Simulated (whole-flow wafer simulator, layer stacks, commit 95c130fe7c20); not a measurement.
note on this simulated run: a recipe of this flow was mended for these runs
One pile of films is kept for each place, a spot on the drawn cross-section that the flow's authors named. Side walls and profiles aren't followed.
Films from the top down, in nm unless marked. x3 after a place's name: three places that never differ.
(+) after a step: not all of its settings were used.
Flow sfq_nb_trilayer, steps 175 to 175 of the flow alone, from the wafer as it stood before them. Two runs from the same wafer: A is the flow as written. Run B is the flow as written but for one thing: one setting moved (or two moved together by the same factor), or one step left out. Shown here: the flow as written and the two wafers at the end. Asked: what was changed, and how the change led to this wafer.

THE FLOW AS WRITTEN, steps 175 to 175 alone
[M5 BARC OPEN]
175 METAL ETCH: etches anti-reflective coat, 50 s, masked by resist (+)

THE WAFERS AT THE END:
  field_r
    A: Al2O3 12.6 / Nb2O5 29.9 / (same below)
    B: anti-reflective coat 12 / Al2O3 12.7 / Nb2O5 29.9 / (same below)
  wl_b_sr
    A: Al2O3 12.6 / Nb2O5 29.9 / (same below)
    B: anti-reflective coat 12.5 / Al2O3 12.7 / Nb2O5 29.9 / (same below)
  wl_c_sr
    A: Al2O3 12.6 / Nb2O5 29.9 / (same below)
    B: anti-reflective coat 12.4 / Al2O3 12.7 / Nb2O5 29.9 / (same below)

The cause: step 175, METAL ETCH: 20 s was run, where the flow has 50 s.

How the change led to this, step by step:
  175 METAL ETCH: etches anti-reflective coat, 50 s, masked by resist (+)
      field_r, p4_fl x5, p4_w1 x9, p3_s0 x9: A anti-reflective coat -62 (all of it), Al2O3 -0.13 | B anti-reflective coat -50
      wl_c_sr, wl_d_sl, wl_d_m1, wl_d_sr, wl_e_sl, wl_e_sr: A anti-reflective coat -62.4 (all of it), Al2O3 -0.13 | B anti-reflective coat -50
      (and at 75 more places)
